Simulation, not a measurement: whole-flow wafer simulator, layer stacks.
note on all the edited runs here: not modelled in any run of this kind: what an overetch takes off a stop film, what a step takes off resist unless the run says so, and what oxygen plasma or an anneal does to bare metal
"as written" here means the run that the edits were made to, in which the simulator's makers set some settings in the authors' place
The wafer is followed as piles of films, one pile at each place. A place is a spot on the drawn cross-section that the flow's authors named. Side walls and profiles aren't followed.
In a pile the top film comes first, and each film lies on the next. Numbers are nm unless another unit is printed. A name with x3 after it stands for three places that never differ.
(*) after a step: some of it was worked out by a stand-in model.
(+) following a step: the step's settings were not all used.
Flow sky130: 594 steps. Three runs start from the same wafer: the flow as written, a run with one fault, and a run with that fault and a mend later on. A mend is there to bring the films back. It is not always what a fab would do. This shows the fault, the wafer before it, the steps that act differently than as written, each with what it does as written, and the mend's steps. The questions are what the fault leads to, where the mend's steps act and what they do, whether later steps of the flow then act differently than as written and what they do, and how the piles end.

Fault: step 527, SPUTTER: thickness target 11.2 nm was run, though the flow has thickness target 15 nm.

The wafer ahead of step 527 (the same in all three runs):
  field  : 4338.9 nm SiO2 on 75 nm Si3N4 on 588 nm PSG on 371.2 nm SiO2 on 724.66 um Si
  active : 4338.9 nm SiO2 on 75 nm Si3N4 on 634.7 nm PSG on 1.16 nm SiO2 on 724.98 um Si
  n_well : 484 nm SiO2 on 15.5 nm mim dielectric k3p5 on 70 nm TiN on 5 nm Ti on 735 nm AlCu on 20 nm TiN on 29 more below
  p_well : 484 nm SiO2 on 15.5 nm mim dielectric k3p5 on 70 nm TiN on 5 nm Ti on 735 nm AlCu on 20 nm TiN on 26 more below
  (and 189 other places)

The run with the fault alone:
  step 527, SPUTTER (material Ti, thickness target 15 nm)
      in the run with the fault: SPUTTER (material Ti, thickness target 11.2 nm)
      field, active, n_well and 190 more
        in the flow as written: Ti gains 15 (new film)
        in the run with the fault: Ti gains 11.2 (new film)
  Steps later in the flow that act otherwise than as written (not shown: 19 more steps that differ only slightly, by at most 2% or 0.5 nm, whichever is larger):
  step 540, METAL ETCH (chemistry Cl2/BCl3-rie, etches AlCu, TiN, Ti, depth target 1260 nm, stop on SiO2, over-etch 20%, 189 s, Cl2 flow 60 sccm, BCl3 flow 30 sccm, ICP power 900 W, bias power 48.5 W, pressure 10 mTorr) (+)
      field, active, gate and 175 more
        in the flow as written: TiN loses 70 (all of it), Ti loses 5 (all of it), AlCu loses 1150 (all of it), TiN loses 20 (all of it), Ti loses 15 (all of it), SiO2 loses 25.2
        in the run with the fault: TiN loses 70 (all of it), Ti loses 5 (all of it), AlCu loses 1150 (all of it), TiN loses 20 (all of it), Ti loses 11.2 (all of it), SiO2 loses 25.6
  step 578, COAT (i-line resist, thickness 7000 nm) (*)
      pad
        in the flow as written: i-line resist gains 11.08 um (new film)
        in the run with the fault: i-line resist gains 11.09 um (new film)
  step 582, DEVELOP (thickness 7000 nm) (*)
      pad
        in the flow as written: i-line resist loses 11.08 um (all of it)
        in the run with the fault: i-line resist loses 11.09 um (all of it)
  By the end, the piles at n_well, p_well, sd_n and 12 more depart from the flow's by more than 2% or 0.5 nm, whichever is larger.
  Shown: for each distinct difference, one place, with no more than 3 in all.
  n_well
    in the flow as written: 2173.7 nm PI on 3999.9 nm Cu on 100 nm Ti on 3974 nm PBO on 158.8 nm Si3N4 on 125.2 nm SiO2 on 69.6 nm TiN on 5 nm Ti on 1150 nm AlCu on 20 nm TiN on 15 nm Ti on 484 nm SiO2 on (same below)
    in the run with the fault: 2174.1 nm PI on 3999.9 nm Cu on 100 nm Ti on 3976.8 nm PBO on 158.8 nm Si3N4 on 125.2 nm SiO2 on 69.6 nm TiN on 5 nm Ti on 1150 nm AlCu on 20 nm TiN on 11.2 nm Ti on 484 nm SiO2 on (same below)
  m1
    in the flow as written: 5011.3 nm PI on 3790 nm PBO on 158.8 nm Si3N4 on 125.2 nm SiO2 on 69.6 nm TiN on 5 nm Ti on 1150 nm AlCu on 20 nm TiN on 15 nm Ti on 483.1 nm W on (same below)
    in the run with the fault: 5011.5 nm PI on 3793.1 nm PBO on 158.8 nm Si3N4 on 125.2 nm SiO2 on 69.6 nm TiN on 5 nm Ti on 1150 nm AlCu on 20 nm TiN on 11.2 nm Ti on 483.1 nm W on (same below)
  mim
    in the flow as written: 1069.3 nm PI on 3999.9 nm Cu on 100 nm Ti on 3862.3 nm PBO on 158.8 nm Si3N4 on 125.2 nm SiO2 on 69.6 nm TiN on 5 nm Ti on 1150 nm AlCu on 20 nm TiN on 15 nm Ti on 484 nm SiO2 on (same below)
    in the run with the fault: 1069.7 nm PI on 3999.9 nm Cu on 100 nm Ti on 3865.2 nm PBO on 158.8 nm Si3N4 on 125.2 nm SiO2 on 69.6 nm TiN on 5 nm Ti on 1150 nm AlCu on 20 nm TiN on 11.2 nm Ti on 484 nm SiO2 on (same below)

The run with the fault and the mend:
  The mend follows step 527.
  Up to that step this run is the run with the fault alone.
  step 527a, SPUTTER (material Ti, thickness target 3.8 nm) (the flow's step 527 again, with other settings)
      field, active, n_well and 190 more
        Ti gains 3.8
  None of the later steps of the flow acts differently than as written at any place that is followed.
  The piles end the same as the flow's at every place that both follow.
